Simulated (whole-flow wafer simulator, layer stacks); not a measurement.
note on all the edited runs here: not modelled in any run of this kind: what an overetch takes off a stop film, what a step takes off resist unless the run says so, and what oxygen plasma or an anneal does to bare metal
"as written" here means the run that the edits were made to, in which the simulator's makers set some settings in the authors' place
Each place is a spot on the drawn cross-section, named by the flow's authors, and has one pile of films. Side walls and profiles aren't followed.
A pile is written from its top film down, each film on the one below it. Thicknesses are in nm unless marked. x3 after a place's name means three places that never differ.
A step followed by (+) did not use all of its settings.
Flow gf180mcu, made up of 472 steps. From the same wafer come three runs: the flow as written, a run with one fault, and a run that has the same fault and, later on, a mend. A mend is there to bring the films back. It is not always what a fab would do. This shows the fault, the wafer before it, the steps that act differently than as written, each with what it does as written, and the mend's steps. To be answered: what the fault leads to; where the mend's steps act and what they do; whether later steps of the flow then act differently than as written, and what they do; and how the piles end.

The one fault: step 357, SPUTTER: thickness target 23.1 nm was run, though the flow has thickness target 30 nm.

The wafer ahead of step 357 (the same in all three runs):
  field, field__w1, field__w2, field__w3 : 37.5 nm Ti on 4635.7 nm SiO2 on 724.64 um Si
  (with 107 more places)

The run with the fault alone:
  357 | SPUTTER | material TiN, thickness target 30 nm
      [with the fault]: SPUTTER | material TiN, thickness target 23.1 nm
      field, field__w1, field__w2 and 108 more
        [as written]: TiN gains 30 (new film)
        [with the fault]: TiN gains 23.1 (new film)
  Later steps of the flow acting differently than as written:
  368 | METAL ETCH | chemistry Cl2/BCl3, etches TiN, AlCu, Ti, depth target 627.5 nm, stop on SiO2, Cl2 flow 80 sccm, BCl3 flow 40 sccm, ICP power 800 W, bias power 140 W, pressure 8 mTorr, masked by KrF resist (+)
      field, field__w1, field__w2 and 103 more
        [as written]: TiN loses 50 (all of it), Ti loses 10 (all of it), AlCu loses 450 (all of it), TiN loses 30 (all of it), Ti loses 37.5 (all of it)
        [with the fault]: TiN loses 50 (all of it), Ti loses 10 (all of it), AlCu loses 450 (all of it), TiN loses 23.1 (all of it), Ti loses 37.5 (all of it)
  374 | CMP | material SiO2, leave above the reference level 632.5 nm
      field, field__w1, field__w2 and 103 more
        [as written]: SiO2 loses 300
        [with the fault]: SiO2 loses 306.9
  By the end, the piles at field__w8, contact, m1, m1__w1, m1_nw depart from the flow's by more than 2% or 0.5 nm, whichever is larger.
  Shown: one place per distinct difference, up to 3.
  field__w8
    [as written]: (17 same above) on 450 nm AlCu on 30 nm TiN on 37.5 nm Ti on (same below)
    [with the fault]: (17 same above) on 450 nm AlCu on 23.1 nm TiN on 37.5 nm Ti on (same below)
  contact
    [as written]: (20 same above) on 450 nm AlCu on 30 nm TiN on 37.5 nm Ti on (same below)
    [with the fault]: (20 same above) on 450 nm AlCu on 23.1 nm TiN on 37.5 nm Ti on (same below)

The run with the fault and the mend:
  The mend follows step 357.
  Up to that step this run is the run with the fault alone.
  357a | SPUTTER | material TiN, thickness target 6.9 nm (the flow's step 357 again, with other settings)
      field, field__w1, field__w2 and 108 more
        TiN gains 6.9
  None of the later steps of the flow acts differently than as written at any place that is followed.
  By the end, the piles equal the flow's at every place that both follow.
